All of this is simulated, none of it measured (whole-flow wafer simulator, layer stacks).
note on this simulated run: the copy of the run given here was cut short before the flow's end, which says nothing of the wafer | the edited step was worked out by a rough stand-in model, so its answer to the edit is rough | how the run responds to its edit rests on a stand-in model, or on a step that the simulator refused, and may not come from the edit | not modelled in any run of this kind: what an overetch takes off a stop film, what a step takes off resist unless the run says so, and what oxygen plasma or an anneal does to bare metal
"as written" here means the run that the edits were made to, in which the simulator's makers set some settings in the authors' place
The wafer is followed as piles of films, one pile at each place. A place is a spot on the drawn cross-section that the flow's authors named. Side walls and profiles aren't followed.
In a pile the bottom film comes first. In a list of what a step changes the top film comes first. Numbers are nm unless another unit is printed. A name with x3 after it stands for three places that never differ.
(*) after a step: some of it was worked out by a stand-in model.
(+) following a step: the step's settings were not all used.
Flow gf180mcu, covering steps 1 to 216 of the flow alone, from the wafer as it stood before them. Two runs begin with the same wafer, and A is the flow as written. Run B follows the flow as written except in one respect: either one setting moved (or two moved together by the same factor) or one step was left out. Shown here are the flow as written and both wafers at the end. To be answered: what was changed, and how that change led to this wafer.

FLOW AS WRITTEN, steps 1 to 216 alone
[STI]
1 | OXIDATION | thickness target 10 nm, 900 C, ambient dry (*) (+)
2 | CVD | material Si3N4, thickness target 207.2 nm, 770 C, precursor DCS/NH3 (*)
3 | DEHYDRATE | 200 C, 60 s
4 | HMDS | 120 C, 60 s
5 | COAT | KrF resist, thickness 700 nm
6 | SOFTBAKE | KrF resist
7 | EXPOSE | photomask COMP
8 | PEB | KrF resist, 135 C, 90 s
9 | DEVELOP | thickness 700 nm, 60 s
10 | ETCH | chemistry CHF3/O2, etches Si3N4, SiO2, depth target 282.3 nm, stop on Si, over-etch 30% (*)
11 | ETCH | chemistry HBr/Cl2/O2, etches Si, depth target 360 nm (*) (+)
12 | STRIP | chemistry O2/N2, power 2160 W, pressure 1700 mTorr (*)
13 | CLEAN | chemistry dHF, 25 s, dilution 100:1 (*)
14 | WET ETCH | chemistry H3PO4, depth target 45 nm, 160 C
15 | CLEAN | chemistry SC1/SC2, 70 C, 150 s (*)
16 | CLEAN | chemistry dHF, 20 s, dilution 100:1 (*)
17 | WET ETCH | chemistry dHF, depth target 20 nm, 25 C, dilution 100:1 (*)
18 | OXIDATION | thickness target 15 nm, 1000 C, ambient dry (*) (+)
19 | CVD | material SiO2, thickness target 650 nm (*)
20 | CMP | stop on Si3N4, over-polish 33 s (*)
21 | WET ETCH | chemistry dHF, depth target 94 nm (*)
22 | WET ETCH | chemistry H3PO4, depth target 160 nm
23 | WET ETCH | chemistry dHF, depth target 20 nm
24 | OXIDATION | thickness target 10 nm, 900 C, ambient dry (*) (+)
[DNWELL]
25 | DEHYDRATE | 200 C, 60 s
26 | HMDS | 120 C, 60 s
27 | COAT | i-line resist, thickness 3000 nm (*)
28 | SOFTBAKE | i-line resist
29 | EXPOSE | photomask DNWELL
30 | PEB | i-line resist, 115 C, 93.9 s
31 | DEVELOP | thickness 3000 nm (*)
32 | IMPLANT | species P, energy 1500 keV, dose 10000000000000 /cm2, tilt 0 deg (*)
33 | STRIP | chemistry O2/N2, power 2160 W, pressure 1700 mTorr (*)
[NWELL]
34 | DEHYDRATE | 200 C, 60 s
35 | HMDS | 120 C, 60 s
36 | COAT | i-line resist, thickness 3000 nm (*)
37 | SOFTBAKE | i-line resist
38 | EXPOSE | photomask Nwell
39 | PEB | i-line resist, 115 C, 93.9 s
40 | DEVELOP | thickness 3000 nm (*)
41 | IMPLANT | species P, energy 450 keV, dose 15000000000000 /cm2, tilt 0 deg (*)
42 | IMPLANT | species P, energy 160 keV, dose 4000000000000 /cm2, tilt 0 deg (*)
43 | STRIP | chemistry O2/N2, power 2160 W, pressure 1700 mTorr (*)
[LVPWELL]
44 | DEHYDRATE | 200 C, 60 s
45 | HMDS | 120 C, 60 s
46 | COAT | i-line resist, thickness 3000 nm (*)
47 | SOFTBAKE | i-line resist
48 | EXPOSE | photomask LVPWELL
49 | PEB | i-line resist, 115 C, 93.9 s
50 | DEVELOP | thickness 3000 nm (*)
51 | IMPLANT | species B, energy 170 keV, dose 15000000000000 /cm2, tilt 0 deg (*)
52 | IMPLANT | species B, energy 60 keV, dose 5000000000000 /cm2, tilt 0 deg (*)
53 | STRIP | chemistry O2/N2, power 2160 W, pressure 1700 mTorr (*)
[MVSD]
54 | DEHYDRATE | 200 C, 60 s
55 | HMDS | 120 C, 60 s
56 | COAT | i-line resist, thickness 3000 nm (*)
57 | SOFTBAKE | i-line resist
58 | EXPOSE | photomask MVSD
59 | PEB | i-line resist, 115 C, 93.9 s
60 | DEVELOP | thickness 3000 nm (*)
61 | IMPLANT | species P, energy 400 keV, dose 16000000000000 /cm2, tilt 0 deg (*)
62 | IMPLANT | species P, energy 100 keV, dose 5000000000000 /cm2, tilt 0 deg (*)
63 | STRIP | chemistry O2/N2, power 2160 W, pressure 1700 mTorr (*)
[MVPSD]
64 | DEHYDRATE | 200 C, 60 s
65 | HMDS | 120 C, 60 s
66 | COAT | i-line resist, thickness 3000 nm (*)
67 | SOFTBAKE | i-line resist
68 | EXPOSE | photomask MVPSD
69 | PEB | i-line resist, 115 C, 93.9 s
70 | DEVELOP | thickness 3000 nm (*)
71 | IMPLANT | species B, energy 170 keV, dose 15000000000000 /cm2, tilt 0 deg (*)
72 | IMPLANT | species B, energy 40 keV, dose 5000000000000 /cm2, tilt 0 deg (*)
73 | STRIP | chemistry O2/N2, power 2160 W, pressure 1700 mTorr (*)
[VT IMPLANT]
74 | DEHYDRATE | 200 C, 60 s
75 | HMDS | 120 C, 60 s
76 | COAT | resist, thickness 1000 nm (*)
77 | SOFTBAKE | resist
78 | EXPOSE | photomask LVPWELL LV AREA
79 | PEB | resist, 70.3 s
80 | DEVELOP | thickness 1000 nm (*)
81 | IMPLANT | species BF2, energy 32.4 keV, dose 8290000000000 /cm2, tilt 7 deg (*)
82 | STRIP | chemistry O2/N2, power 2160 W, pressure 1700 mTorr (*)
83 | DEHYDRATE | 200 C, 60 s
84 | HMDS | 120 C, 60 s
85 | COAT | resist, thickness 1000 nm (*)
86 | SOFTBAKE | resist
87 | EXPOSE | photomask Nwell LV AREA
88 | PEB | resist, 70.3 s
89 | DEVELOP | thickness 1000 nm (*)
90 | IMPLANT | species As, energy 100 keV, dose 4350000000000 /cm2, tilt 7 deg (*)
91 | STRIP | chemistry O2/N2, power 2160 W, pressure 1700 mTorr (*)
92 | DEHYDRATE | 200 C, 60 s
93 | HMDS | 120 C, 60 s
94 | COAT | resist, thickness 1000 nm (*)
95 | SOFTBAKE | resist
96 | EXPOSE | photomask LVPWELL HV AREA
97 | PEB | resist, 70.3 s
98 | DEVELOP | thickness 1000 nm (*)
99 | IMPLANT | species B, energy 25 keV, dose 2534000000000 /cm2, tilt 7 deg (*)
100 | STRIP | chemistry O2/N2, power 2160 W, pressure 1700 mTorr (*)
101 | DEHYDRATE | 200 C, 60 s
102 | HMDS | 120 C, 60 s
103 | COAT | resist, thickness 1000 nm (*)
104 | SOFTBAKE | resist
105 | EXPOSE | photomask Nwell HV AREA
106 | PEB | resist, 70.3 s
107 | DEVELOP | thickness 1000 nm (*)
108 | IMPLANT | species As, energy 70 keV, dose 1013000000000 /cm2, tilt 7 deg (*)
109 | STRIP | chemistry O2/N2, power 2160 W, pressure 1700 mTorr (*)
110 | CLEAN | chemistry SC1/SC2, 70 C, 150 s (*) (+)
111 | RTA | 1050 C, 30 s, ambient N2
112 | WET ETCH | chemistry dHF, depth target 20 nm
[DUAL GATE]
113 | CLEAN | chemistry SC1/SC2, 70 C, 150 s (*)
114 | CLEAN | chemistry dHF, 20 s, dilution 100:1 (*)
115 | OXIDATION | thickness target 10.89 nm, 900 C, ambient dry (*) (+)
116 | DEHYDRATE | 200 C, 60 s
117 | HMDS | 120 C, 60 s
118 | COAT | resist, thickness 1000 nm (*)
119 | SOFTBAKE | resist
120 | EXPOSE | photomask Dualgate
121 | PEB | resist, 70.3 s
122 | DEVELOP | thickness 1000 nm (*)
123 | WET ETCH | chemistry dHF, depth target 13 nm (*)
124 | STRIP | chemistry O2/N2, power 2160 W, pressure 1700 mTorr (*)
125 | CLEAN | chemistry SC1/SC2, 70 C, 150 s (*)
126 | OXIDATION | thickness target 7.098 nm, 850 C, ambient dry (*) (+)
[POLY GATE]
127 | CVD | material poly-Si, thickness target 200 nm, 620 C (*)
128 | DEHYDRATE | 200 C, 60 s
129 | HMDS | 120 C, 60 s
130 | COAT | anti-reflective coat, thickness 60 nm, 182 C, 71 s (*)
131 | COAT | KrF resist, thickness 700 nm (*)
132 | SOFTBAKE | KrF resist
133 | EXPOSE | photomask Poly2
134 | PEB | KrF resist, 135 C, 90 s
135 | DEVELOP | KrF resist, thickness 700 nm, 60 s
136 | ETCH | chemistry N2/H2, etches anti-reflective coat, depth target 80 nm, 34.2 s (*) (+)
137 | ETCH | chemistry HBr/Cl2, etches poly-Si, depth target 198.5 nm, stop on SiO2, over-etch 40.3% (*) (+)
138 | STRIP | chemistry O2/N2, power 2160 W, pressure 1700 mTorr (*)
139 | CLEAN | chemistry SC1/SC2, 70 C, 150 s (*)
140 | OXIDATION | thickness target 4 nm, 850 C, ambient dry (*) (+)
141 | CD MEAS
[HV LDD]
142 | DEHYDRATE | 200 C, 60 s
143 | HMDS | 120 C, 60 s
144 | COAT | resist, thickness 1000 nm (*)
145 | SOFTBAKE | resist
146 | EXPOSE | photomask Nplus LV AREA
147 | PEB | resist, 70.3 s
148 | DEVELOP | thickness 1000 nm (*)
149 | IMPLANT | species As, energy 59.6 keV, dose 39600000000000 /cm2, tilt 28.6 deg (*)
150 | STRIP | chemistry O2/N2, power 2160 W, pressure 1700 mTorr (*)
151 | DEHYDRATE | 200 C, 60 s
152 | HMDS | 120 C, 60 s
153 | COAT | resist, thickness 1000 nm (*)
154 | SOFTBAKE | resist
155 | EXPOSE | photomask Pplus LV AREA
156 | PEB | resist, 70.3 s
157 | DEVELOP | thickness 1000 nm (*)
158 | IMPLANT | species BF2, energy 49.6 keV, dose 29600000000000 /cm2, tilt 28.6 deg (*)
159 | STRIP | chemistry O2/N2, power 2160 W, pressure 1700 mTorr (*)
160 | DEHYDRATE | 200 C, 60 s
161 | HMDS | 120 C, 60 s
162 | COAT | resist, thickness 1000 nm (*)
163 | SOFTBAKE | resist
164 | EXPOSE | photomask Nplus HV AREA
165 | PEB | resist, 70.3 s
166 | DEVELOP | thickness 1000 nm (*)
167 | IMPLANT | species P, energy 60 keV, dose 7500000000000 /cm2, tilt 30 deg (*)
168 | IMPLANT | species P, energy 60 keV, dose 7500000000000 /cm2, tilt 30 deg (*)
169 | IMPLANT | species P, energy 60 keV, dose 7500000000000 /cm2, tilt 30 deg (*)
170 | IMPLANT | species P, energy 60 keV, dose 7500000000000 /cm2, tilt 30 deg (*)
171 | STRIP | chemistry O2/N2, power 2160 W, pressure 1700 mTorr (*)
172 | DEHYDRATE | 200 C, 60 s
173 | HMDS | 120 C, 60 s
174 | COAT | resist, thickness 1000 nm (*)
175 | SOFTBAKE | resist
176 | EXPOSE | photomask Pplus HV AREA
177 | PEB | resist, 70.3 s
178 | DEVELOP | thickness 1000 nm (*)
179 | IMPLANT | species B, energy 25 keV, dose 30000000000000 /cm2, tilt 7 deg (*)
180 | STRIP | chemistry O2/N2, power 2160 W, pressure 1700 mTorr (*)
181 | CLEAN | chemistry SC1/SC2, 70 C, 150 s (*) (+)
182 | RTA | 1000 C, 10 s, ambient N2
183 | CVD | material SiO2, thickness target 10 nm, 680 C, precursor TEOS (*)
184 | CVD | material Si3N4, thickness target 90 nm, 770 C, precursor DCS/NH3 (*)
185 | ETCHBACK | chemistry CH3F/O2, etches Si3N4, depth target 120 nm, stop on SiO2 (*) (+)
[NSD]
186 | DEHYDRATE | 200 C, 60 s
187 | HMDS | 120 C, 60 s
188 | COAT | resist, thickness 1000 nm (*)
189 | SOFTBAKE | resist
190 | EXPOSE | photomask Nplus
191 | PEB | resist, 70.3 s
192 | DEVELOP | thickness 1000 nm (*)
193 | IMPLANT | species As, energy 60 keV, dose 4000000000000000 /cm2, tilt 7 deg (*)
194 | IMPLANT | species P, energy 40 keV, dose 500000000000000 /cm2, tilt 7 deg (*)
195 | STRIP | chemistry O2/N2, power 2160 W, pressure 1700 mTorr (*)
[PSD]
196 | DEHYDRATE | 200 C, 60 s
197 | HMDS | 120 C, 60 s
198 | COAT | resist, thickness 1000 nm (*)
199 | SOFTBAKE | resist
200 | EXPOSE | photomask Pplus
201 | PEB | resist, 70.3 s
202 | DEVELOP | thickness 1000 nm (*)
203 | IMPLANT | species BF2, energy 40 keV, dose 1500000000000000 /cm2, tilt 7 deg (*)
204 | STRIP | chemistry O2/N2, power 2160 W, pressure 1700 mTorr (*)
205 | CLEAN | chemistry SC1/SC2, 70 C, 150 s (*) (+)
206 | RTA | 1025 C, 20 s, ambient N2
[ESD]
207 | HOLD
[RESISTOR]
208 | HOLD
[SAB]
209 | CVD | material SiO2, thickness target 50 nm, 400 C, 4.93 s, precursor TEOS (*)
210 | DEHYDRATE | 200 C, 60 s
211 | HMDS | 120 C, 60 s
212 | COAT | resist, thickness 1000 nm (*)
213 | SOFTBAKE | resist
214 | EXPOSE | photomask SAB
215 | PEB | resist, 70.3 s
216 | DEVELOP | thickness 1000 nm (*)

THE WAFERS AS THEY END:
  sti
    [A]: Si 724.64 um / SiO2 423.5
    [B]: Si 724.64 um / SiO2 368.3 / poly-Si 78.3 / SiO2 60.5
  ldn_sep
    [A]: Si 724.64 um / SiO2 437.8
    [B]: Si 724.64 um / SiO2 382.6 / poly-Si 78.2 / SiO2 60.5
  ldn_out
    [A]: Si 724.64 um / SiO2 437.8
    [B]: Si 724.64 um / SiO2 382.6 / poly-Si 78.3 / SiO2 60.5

Cause: step 137, ETCH: depth target 84.4 nm was run, while the flow as written has depth target 198.5 nm.

Step by step, how the change led to this:
  137 | ETCH | chemistry HBr/Cl2, etches poly-Si, depth target 198.5 nm, stop on SiO2, over-etch 40.3% (*) (+)
      field__w3, field__w12, field_sub and 14 more: A poly-Si loses 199 (all of it), SiO2 loses 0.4 | B poly-Si loses 118.4
      field__w6, sti, m1 and 11 more: A poly-Si loses 198.8 (all of it), SiO2 loses 0.4 | B poly-Si loses 118.4
      (also at 61 further places)
  138 | STRIP | chemistry O2/N2, power 2160 W, pressure 1700 mTorr (*)
      field, field__w1, field__w2 and 61 more: A nothing | B chemical SiO2 gains 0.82 (new film), poly-Si loses 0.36
      gate: A chemical SiO2 gains 0.68 (new film), KrF resist loses 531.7 (all of it), anti-reflective coat loses 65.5 (all of it), poly-Si loses 0.3 | B chemical SiO2 gains 0.67 (new film), KrF resist loses 585 (all of it), anti-reflective coat loses 65.5 (all of it), poly-Si loses 0.29
      (also at 27 further places)
  139 | CLEAN | chemistry SC1/SC2, 70 C, 150 s (*)
      field, field__w1, field__w2 and 34 more: A SiO2 loses 0.68 | B chemical SiO2 loses 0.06, poly-Si loses 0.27
  140 | OXIDATION | thickness target 4 nm, 850 C, ambient dry (*) (+)
      field, field__w1, field__w2 and 21 more: A SiO2 gains 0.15, Si loses 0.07 | B SiO2 gains 4 (new film), chemical SiO2 loses 0.76 (all of it), poly-Si loses 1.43
      active_hv, active_nat, ld_sd_n and 11 more: A SiO2 gains 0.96, Si loses 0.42 | B SiO2 gains 4 (new film), chemical SiO2 loses 0.76 (all of it), poly-Si loses 1.43
      (also at 26 further places)
  144 | COAT | resist, thickness 1000 nm (*)
      field_sub__w4: A resist gains 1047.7 (new film) | B resist gains 1023.2 (new film)
      gate: A resist gains 837.3 (new film) | B resist gains 907.2 (new film)
      (also at 32 further places)
  145 | SOFTBAKE | resist
      nw_enc_fld_lv__w3: A resist gains 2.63 | B resist loses 0.17
      ldp_src: A resist loses 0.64 | B nothing
      (also at 70 further places)
  147 | PEB | resist, 70.3 s
      gate, gate_hv, gate_p_hv, npoly_u: A resist loses 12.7 | B resist loses 14
      ld_gate_n, ld_acc_n, ld_gate_p, ld_acc_p: A resist loses 13.2 | B resist loses 14.3
      (also at 25 further places)
  148 | DEVELOP | thickness 1000 nm (*)
      gate: A resist loses 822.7 (all of it) | B resist loses 892.5 (all of it)
      npoly_u: A resist loses 821.5 (all of it) | B resist loses 888.8 (all of it)
      (also at 3 further places)
  150 | STRIP | chemistry O2/N2, power 2160 W, pressure 1700 mTorr (*)
      field_sub__w3: A resist loses 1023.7 (all of it) | B resist loses 1002.9 (all of it)
      field_sub__w4: A resist loses 1030.9 (all of it) | B resist loses 1006.8 (all of it)
      (also at 31 further places)
  153 | COAT | resist, thickness 1000 nm (*)
      field_sub__w4: A resist gains 1047.7 (new film) | B resist gains 1023.2 (new film)
      gate: A resist gains 837.3 (new film) | B resist gains 907.2 (new film)
      (also at 32 further places)
  154 | SOFTBAKE | resist
      nw_enc_fld_lv__w3: A resist gains 2.63 | B resist loses 0.17
      ldp_src: A resist loses 0.64 | B nothing
      (also at 70 further places)
  156 | PEB | resist, 70.3 s
      gate, gate_hv, gate_p_hv, npoly_u: A resist loses 12.7 | B resist loses 14
      ld_gate_n, ld_acc_n, ld_gate_p, ld_acc_p: A resist loses 13.2 | B resist loses 14.3
      (also at 25 further places)
  157 | DEVELOP | thickness 1000 nm (*)
      gate_p: A resist loses 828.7 (all of it) | B resist loses 896.1 (all of it)
      ppoly_u: A resist loses 827 (all of it) | B resist loses 891.9 (all of it)
      (also at 4 further places)
  159 | STRIP | chemistry O2/N2, power 2160 W, pressure 1700 mTorr (*)
      field_sub__w3: A resist loses 1023.7 (all of it) | B resist loses 1002.9 (all of it)
      field_sub__w4: A resist loses 1030.9 (all of it) | B resist loses 1006.8 (all of it)
      (also at 30 further places)
  162 | COAT | resist, thickness 1000 nm (*)
      field_sub__w4: A resist gains 1047.7 (new film) | B resist gains 1023.2 (new film)
      gate: A resist gains 837.3 (new film) | B resist gains 907.2 (new film)
      (also at 32 further places)
  163 | SOFTBAKE | resist
      nw_enc_fld_lv__w3: A resist gains 2.63 | B resist loses 0.17
      ldp_src: A resist loses 0.64 | B nothing
      (also at 70 further places)
  ... 22 other steps ...
  216 | DEVELOP | thickness 1000 nm (*)
      field__w2: A resist loses 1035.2 (all of it) | B resist loses 1009.4 (all of it)
      field__w3: A resist loses 1049.4 (all of it) | B resist loses 1023.8 (all of it)
      (also at 46 further places)
